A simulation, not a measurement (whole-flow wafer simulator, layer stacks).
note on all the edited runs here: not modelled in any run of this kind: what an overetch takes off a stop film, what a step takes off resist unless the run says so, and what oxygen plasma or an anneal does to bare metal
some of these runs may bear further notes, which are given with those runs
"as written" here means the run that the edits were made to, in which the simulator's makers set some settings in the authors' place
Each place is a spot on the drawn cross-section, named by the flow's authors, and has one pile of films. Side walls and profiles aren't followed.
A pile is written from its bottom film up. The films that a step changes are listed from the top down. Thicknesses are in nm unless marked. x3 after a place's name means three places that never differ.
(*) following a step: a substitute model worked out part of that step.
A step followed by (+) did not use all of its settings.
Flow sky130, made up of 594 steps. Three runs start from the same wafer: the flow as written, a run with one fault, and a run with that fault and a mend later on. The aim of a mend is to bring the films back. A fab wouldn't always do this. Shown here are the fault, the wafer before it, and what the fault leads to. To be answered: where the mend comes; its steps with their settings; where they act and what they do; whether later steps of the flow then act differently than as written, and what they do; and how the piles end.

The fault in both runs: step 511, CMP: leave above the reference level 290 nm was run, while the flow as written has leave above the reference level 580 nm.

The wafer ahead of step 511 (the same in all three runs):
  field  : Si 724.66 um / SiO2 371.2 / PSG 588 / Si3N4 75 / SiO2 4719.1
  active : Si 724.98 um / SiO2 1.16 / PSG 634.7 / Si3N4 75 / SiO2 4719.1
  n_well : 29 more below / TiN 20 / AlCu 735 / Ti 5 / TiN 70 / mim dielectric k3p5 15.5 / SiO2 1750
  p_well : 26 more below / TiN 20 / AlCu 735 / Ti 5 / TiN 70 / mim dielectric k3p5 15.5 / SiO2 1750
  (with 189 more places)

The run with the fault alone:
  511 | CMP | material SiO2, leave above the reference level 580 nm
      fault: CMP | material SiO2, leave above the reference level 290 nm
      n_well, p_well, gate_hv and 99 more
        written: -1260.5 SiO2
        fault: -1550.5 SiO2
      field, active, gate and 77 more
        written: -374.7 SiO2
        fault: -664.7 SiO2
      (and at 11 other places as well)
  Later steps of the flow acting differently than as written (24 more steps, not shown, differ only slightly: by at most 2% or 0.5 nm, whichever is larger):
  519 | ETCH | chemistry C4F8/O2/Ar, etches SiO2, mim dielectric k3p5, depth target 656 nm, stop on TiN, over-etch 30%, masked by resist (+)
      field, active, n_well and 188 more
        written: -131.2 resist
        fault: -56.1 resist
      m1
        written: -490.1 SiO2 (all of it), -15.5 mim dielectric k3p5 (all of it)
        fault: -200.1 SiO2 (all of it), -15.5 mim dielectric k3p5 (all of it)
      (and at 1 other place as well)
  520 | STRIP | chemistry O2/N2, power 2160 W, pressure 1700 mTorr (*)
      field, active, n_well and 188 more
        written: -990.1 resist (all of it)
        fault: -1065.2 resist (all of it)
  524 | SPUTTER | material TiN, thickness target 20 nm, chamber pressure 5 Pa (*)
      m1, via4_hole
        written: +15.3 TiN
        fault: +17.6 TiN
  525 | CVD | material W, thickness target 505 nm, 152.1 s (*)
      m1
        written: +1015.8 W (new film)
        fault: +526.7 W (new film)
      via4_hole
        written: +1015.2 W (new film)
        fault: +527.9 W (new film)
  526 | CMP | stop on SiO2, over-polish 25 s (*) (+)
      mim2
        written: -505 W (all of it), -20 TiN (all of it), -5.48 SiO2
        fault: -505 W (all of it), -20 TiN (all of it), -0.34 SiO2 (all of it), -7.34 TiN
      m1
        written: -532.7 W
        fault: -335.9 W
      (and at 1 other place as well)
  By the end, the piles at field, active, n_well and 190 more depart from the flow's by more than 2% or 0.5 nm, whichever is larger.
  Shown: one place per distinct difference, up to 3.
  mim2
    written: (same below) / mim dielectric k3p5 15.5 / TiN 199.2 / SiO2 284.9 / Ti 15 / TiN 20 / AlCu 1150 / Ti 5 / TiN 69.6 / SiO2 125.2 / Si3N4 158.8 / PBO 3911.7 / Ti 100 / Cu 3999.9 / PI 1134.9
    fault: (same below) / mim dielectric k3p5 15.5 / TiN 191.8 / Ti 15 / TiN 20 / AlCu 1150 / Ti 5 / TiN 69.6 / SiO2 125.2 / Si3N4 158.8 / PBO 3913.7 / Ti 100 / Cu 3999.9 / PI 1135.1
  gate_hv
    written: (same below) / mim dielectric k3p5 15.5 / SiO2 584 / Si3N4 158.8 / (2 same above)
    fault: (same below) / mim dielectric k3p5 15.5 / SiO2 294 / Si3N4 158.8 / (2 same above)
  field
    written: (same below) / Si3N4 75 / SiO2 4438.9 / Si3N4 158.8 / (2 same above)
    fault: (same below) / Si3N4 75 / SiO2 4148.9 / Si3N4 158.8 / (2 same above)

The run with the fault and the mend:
  The mend stands after step 511.
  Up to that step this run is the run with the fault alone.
  511a | HDPCVD | thickness target 290 nm (*) (the flow's step 510 again, with other settings)
      field, active, n_well and 190 more
        +290 SiO2
  Every later step of the flow that is run acts as written at every place that is followed.
  At every place that both follow, the piles at the end match the flow's.
